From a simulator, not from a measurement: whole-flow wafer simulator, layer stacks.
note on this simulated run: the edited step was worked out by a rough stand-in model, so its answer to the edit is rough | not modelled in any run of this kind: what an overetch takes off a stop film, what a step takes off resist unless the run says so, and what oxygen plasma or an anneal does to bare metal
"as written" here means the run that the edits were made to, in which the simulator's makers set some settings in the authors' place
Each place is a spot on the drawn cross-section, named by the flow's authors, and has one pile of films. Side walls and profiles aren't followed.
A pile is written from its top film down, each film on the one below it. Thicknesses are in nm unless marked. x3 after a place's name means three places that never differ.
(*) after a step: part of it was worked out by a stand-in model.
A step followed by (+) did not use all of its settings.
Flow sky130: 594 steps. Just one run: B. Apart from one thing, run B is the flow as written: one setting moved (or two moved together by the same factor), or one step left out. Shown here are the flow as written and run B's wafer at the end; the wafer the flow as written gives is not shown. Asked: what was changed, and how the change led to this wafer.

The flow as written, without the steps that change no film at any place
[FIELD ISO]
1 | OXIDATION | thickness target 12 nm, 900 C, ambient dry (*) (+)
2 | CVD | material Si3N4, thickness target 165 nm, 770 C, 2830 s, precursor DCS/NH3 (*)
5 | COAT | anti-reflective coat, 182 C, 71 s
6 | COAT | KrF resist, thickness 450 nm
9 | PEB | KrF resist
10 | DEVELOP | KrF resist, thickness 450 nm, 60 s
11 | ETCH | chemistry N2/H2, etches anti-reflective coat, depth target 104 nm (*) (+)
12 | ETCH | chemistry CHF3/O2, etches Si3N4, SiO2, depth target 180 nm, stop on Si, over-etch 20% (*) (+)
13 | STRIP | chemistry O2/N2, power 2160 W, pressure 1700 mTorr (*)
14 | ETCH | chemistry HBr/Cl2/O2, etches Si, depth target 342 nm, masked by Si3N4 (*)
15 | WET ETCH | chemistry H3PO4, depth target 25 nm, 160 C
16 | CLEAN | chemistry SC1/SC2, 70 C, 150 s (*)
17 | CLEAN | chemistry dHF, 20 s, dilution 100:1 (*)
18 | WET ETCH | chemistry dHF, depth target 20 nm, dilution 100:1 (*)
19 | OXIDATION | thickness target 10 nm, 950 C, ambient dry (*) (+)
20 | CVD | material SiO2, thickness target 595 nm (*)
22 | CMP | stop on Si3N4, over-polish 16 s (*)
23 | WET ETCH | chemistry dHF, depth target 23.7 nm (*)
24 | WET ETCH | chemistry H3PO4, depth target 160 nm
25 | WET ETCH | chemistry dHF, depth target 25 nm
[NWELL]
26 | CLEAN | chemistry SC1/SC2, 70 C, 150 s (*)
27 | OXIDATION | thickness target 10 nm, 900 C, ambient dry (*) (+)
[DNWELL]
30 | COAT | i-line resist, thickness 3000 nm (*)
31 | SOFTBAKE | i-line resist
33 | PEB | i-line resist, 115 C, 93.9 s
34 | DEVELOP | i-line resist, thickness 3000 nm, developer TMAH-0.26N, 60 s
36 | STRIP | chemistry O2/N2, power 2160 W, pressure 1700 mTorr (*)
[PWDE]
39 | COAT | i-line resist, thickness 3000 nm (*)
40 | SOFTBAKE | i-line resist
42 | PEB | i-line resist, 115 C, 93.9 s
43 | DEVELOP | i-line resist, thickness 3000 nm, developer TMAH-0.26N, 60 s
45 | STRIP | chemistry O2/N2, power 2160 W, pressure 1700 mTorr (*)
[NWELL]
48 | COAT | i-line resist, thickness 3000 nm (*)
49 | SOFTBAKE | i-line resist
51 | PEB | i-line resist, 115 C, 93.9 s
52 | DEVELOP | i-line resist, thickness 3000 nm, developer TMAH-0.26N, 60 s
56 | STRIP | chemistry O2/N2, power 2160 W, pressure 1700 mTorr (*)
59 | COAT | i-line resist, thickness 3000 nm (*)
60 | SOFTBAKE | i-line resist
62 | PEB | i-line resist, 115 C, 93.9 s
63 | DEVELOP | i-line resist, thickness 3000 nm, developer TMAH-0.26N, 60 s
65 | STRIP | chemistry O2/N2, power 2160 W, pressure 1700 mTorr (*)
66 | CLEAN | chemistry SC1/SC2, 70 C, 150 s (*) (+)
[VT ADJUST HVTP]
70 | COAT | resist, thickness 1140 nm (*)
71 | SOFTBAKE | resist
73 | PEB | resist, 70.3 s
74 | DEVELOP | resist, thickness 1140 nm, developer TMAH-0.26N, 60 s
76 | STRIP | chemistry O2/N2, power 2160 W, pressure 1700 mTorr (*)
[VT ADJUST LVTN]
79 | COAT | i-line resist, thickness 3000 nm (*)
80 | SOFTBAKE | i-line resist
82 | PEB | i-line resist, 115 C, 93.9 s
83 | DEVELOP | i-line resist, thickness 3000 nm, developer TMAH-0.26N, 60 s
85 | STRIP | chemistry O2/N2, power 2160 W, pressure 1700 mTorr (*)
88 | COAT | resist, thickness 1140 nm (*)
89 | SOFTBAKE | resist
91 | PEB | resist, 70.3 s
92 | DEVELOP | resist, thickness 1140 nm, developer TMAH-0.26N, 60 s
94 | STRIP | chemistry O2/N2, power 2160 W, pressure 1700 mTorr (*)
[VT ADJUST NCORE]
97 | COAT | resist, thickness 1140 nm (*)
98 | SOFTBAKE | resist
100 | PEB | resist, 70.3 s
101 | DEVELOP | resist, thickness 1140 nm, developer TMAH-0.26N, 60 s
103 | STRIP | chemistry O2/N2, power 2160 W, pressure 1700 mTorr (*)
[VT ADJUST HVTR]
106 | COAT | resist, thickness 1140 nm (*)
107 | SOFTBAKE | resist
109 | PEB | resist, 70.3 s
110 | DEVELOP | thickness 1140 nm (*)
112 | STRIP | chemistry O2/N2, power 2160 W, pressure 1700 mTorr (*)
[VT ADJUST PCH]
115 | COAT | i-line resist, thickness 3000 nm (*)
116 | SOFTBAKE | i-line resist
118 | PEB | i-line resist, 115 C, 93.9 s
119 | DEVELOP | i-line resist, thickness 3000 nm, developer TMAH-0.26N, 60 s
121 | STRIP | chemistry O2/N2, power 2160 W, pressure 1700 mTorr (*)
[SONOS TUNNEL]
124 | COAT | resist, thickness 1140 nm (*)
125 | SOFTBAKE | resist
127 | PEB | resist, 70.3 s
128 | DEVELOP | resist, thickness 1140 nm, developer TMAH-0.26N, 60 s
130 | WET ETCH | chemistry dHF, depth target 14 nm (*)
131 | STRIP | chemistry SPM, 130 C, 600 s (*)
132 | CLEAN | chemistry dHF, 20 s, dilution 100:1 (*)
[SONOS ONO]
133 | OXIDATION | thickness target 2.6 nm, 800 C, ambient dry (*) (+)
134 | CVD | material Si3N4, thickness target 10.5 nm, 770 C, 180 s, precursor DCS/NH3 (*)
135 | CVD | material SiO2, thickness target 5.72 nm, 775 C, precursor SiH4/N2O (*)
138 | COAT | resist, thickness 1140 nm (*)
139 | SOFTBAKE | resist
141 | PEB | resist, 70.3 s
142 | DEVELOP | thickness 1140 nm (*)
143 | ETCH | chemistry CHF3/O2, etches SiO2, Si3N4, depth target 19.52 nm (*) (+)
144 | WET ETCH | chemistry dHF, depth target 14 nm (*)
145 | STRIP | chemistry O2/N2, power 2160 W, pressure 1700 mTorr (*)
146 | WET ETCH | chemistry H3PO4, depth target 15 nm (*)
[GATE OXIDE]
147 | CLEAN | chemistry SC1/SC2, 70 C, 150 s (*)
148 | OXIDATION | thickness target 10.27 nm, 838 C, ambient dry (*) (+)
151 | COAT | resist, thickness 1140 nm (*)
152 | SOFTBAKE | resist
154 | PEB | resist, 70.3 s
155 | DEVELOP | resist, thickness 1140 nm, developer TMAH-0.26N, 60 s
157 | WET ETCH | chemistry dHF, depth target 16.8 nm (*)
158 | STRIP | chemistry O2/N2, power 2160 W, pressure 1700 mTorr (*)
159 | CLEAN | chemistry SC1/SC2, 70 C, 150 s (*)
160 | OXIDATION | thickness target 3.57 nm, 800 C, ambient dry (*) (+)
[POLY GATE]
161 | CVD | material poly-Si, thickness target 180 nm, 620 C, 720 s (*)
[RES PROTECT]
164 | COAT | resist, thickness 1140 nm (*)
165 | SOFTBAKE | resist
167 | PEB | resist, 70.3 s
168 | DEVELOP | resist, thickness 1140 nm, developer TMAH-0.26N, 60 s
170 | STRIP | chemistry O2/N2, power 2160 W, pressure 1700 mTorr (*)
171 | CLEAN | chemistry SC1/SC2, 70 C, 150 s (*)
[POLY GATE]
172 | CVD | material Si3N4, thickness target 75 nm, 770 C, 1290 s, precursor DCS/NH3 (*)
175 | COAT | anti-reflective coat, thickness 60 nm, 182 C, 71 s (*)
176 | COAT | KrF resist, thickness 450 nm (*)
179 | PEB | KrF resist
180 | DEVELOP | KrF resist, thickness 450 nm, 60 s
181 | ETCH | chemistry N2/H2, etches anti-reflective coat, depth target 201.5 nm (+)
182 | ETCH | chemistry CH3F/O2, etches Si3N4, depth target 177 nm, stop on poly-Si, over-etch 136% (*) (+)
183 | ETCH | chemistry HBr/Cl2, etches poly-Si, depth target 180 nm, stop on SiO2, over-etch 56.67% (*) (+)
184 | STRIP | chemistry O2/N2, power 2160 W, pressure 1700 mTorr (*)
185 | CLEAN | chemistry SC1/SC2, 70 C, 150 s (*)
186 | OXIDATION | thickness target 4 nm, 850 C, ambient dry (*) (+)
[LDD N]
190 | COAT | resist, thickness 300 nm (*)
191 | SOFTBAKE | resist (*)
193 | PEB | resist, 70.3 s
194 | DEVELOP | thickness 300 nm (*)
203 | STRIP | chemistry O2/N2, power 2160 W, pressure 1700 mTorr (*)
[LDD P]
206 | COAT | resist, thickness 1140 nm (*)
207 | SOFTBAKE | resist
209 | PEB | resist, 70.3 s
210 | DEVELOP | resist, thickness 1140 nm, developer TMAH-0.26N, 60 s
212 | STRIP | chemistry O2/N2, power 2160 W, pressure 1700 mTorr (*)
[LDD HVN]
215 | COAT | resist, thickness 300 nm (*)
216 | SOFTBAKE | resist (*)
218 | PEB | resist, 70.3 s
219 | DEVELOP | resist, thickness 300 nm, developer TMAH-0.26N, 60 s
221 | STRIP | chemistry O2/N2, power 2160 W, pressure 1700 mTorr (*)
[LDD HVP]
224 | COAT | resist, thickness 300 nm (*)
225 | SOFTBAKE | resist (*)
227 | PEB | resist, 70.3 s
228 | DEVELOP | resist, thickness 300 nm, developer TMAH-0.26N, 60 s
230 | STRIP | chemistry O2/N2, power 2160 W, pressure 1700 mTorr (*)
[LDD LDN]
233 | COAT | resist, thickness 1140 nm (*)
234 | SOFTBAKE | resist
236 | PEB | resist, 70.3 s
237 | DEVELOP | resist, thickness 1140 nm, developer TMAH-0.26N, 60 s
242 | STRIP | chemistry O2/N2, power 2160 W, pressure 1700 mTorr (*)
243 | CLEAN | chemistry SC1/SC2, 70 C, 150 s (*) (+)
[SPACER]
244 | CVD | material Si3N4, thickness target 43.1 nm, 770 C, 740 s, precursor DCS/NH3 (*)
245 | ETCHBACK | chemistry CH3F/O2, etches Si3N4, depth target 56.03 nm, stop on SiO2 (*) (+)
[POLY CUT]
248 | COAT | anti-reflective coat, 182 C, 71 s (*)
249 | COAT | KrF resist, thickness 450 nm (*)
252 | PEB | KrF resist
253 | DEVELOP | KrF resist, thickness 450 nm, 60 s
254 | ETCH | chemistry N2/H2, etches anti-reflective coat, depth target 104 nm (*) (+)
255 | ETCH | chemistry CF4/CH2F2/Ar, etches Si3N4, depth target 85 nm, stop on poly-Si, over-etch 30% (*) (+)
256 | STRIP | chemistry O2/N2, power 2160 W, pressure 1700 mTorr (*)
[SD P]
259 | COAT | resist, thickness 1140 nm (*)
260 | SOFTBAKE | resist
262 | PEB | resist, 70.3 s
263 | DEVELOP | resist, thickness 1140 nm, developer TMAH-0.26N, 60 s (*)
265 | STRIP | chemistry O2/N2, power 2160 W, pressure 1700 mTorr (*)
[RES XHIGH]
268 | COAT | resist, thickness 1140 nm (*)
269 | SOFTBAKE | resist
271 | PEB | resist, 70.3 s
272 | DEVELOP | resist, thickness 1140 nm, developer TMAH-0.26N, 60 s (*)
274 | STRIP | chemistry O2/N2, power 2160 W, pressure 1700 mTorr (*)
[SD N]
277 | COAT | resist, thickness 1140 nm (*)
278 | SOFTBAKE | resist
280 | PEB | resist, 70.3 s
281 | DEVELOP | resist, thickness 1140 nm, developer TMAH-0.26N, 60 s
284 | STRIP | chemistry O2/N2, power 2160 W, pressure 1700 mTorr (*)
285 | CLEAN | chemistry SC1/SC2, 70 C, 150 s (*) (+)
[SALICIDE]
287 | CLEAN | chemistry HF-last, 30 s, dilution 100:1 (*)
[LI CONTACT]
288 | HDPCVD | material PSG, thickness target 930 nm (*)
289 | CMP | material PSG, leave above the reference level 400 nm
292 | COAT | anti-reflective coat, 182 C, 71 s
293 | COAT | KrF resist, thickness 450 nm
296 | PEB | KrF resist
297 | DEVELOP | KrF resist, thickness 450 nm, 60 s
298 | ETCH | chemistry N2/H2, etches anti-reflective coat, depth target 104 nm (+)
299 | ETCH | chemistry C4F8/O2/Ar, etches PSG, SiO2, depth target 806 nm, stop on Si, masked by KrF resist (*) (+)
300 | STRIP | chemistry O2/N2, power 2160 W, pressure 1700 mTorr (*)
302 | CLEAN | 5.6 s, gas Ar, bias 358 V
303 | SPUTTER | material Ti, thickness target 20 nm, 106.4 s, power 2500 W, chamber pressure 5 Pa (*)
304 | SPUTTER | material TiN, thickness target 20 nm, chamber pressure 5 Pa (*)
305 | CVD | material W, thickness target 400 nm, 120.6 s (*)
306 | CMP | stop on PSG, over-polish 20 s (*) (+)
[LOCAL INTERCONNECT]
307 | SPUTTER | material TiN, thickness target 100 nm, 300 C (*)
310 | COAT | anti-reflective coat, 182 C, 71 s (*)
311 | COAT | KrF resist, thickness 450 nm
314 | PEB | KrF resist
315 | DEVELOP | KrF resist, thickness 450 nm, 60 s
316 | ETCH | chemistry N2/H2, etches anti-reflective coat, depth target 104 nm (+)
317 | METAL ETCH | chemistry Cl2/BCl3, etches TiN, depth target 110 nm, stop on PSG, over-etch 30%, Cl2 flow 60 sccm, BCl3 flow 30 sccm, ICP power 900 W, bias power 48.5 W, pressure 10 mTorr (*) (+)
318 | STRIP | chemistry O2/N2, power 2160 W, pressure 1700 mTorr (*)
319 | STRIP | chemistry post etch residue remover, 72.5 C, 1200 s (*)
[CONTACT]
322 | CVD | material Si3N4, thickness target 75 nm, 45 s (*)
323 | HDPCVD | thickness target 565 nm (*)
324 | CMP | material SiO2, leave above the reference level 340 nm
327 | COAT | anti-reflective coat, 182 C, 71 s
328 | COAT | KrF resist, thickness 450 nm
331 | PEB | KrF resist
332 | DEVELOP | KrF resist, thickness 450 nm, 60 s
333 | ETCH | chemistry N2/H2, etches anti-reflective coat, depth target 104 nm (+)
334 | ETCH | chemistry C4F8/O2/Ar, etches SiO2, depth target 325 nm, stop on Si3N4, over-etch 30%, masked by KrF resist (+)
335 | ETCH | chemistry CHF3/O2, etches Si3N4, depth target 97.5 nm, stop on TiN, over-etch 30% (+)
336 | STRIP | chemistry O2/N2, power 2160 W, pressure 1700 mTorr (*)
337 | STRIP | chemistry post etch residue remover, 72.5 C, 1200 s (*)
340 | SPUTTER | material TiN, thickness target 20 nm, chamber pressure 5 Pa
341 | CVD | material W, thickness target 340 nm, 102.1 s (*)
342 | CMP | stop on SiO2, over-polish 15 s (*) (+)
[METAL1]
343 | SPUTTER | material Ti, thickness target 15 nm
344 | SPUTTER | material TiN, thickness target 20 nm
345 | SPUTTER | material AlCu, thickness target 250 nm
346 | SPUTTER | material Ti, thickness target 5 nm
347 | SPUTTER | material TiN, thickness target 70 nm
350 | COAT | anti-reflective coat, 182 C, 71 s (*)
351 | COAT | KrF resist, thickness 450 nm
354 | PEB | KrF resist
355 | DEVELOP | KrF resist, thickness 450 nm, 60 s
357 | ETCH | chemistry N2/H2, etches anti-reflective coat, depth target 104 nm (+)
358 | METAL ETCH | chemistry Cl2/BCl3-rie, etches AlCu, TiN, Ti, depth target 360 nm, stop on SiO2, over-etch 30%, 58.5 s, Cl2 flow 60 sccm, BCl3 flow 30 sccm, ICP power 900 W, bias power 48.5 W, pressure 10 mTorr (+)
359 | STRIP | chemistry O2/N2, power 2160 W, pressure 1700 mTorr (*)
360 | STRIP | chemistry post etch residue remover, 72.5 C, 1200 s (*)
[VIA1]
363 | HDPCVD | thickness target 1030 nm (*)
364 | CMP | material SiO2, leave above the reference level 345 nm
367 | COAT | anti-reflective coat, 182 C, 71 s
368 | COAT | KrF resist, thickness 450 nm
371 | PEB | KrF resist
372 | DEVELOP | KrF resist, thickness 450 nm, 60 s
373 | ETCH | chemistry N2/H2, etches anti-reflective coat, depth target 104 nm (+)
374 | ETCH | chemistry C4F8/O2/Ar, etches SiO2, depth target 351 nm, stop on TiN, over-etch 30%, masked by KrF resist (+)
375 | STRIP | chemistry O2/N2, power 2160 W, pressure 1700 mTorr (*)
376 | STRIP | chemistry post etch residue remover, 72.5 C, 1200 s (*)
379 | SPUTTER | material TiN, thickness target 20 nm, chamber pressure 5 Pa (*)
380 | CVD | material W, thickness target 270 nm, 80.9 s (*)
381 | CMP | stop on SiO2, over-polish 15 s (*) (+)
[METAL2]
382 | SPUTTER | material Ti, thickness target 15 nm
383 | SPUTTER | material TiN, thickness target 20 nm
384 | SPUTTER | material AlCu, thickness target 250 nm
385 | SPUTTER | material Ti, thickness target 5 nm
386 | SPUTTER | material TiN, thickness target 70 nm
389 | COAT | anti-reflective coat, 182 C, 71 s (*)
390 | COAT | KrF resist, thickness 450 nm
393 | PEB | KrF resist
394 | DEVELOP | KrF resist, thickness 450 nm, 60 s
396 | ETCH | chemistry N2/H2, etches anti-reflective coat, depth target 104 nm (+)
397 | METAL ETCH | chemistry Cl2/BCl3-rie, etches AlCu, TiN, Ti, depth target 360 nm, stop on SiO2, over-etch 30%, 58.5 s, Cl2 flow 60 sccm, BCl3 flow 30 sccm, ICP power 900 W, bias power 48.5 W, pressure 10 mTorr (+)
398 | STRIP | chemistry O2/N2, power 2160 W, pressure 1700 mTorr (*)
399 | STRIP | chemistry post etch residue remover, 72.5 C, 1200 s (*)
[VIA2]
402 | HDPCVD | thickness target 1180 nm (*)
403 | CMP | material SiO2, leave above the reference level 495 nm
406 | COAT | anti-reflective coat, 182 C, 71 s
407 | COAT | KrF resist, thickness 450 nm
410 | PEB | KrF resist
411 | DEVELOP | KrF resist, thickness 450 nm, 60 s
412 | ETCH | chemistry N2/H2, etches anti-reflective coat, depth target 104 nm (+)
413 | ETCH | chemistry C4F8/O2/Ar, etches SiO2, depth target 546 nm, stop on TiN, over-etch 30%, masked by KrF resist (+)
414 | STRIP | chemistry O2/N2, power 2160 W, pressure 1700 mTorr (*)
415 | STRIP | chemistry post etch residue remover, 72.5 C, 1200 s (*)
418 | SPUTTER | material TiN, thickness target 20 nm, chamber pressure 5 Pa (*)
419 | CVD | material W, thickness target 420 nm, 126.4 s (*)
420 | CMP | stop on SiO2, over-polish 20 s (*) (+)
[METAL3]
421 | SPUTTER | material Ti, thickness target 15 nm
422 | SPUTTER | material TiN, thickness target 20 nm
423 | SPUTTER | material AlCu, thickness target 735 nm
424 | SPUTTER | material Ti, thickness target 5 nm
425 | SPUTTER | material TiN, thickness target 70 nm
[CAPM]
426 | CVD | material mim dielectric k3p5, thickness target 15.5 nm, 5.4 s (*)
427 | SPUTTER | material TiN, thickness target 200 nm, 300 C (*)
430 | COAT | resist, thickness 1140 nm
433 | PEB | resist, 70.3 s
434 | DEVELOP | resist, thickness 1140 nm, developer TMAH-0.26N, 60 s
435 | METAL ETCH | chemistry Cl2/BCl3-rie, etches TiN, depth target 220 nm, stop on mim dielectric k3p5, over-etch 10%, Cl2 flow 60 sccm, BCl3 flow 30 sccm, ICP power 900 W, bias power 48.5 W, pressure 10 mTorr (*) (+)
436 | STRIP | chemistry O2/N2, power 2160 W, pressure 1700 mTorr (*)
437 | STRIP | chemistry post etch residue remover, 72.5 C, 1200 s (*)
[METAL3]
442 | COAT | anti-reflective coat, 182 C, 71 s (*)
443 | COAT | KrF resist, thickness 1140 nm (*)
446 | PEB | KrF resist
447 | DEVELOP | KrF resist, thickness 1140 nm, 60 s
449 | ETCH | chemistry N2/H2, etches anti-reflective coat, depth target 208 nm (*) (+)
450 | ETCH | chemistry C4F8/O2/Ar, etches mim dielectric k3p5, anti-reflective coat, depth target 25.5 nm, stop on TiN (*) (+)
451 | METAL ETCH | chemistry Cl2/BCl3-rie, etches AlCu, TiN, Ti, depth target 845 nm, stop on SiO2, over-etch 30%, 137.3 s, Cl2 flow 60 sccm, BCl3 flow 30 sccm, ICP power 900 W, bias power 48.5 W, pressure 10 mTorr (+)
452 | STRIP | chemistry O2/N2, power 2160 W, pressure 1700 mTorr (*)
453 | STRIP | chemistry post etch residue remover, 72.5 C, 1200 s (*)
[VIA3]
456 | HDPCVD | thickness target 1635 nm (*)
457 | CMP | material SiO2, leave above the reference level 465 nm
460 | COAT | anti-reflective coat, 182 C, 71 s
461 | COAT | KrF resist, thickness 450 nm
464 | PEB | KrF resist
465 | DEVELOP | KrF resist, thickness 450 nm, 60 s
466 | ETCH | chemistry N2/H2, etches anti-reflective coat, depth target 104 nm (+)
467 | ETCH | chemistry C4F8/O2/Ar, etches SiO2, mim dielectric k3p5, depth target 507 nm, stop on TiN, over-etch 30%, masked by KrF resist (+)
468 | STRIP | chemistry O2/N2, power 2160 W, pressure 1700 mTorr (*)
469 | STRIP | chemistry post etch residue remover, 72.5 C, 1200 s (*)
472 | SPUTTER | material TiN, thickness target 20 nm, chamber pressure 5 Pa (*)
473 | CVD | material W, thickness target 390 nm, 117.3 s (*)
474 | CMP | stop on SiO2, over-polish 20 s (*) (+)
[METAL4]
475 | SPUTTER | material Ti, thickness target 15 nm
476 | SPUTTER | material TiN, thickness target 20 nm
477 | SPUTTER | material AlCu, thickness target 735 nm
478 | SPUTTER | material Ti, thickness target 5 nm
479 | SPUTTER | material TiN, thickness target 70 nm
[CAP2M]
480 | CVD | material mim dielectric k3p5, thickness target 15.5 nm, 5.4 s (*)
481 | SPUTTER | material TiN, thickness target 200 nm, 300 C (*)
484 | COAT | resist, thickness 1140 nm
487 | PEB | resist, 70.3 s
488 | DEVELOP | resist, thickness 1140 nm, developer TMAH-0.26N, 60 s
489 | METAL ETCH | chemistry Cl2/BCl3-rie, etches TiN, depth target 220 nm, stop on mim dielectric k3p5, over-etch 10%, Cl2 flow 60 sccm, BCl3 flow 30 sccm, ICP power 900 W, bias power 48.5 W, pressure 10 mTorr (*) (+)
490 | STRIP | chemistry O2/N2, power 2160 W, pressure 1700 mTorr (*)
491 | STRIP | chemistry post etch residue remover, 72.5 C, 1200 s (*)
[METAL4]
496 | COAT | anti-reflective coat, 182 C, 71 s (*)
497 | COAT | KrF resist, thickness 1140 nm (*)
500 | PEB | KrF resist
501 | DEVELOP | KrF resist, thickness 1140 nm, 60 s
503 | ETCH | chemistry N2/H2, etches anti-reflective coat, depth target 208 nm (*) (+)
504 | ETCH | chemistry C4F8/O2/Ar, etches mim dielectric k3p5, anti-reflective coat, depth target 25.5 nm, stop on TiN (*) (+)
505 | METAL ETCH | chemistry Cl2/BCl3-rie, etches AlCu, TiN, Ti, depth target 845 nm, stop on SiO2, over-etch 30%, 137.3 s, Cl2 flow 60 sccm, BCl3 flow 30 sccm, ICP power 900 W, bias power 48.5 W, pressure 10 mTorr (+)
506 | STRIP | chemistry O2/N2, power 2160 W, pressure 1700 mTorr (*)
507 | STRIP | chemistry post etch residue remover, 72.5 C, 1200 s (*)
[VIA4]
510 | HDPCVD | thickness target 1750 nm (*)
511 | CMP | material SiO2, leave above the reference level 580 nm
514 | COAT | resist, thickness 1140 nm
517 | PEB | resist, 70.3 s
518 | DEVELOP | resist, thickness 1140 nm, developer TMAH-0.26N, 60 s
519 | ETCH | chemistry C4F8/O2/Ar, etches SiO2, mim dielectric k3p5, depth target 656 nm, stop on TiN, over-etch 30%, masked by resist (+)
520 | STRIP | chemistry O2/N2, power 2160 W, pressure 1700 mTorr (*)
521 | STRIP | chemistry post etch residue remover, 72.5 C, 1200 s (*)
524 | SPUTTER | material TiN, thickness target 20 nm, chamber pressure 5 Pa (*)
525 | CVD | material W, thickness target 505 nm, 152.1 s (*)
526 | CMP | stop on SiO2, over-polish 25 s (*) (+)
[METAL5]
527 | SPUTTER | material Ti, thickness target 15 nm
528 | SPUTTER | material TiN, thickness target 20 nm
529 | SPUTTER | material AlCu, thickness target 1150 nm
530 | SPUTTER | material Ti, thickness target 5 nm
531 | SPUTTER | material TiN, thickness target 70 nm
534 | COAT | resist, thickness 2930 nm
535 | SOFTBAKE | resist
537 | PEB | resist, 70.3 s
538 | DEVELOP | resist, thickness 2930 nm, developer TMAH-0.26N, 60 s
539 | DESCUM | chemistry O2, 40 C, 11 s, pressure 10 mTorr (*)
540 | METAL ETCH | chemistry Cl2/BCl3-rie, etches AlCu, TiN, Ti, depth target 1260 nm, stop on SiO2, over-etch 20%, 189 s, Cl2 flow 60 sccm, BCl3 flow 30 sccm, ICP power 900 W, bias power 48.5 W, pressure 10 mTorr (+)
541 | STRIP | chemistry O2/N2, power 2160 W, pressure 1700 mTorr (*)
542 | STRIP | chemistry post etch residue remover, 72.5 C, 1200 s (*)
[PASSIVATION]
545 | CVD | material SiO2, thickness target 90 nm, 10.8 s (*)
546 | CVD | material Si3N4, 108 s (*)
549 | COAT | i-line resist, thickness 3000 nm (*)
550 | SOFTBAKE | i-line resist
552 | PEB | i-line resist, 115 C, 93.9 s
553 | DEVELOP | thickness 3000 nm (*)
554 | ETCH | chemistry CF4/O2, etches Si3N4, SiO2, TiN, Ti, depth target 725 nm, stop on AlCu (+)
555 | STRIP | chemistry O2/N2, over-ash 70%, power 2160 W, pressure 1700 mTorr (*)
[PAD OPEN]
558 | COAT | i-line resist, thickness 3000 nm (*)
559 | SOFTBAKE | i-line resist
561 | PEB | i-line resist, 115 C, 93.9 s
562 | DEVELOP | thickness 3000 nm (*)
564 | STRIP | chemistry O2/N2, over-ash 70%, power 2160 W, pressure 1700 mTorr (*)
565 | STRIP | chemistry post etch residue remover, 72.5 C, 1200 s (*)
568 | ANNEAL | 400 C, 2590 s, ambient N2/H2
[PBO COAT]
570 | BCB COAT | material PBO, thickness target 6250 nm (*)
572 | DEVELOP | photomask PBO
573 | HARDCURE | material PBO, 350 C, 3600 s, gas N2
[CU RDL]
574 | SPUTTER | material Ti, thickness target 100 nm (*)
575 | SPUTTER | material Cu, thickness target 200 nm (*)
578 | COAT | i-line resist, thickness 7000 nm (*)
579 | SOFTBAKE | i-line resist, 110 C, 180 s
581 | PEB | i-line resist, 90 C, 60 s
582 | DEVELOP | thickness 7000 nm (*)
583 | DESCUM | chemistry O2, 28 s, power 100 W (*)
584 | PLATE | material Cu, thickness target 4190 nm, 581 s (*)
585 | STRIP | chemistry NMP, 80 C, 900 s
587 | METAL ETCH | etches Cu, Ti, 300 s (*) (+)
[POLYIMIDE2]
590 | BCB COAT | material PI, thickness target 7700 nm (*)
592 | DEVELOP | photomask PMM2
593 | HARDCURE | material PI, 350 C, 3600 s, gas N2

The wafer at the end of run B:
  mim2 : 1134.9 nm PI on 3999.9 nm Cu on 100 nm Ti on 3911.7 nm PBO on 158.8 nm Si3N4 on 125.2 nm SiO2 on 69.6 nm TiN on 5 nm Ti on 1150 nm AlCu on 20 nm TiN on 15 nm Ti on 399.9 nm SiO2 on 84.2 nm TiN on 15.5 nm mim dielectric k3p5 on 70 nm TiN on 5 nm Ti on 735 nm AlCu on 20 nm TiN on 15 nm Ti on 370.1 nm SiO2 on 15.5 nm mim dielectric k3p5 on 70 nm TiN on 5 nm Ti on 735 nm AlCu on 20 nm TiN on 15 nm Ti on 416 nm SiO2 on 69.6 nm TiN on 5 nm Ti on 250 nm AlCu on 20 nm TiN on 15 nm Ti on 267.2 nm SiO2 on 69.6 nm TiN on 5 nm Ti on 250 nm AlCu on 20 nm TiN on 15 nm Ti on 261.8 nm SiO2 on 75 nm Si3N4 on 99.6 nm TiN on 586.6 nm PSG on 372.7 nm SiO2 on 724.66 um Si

Cause: step 481, SPUTTER: thickness target 85 nm was run, whereas the flow has thickness target 200 nm.

How this came from the change, step by step:
  481 | SPUTTER | material TiN, thickness target 200 nm, 300 C (*)
      field, active, n_well and 189 more: TiN gains 85 (new film) (as written it would have been: TiN gains 200 (new film))
  489 | METAL ETCH | chemistry Cl2/BCl3-rie, etches TiN, depth target 220 nm, stop on mim dielectric k3p5, over-etch 10%, Cl2 flow 60 sccm, BCl3 flow 30 sccm, ICP power 900 W, bias power 48.5 W, pressure 10 mTorr (*) (+)
      field, active, n_well and 188 more: TiN loses 85 (all of it) (as written it would have been: TiN loses 200 (all of it))
      mim2: resist loses 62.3 (as written it would have been: resist loses 146.7)
  490 | STRIP | chemistry O2/N2, power 2160 W, pressure 1700 mTorr (*)
      mim2: resist loses 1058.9 (all of it) (as written it would have been: resist loses 974.6 (all of it))
  496 | COAT | anti-reflective coat, 182 C, 71 s (*)
      iso_guard__w2: anti-reflective coat gains 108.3 (new film) (as written it would have been: anti-reflective coat gains 177.8 (new film))
      mim2: anti-reflective coat gains 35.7 (new film) (as written it would have been: anti-reflective coat gains 40.3 (new film))
  497 | COAT | KrF resist, thickness 1140 nm (*)
      iso_guard__w2: KrF resist gains 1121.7 (new film) (as written it would have been: KrF resist gains 1074.8 (new film))
      mim2: KrF resist gains 1111.1 (new film) (as written it would have been: KrF resist gains 1018.9 (new film))
  506 | STRIP | chemistry O2/N2, power 2160 W, pressure 1700 mTorr (*)
      iso_guard__w2: KrF resist loses 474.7 (all of it), anti-reflective coat loses 108.3 (all of it) (as written it would have been: KrF resist loses 427.9 (all of it), anti-reflective coat loses 177.8 (all of it))
      mim2: KrF resist loses 464.1 (all of it), anti-reflective coat loses 35.7 (all of it) (as written it would have been: KrF resist loses 372.1 (all of it), anti-reflective coat loses 40.3 (all of it))
  511 | CMP | material SiO2, leave above the reference level 580 nm
      mim2: SiO2 loses 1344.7 (as written it would have been: SiO2 loses 1459.7)
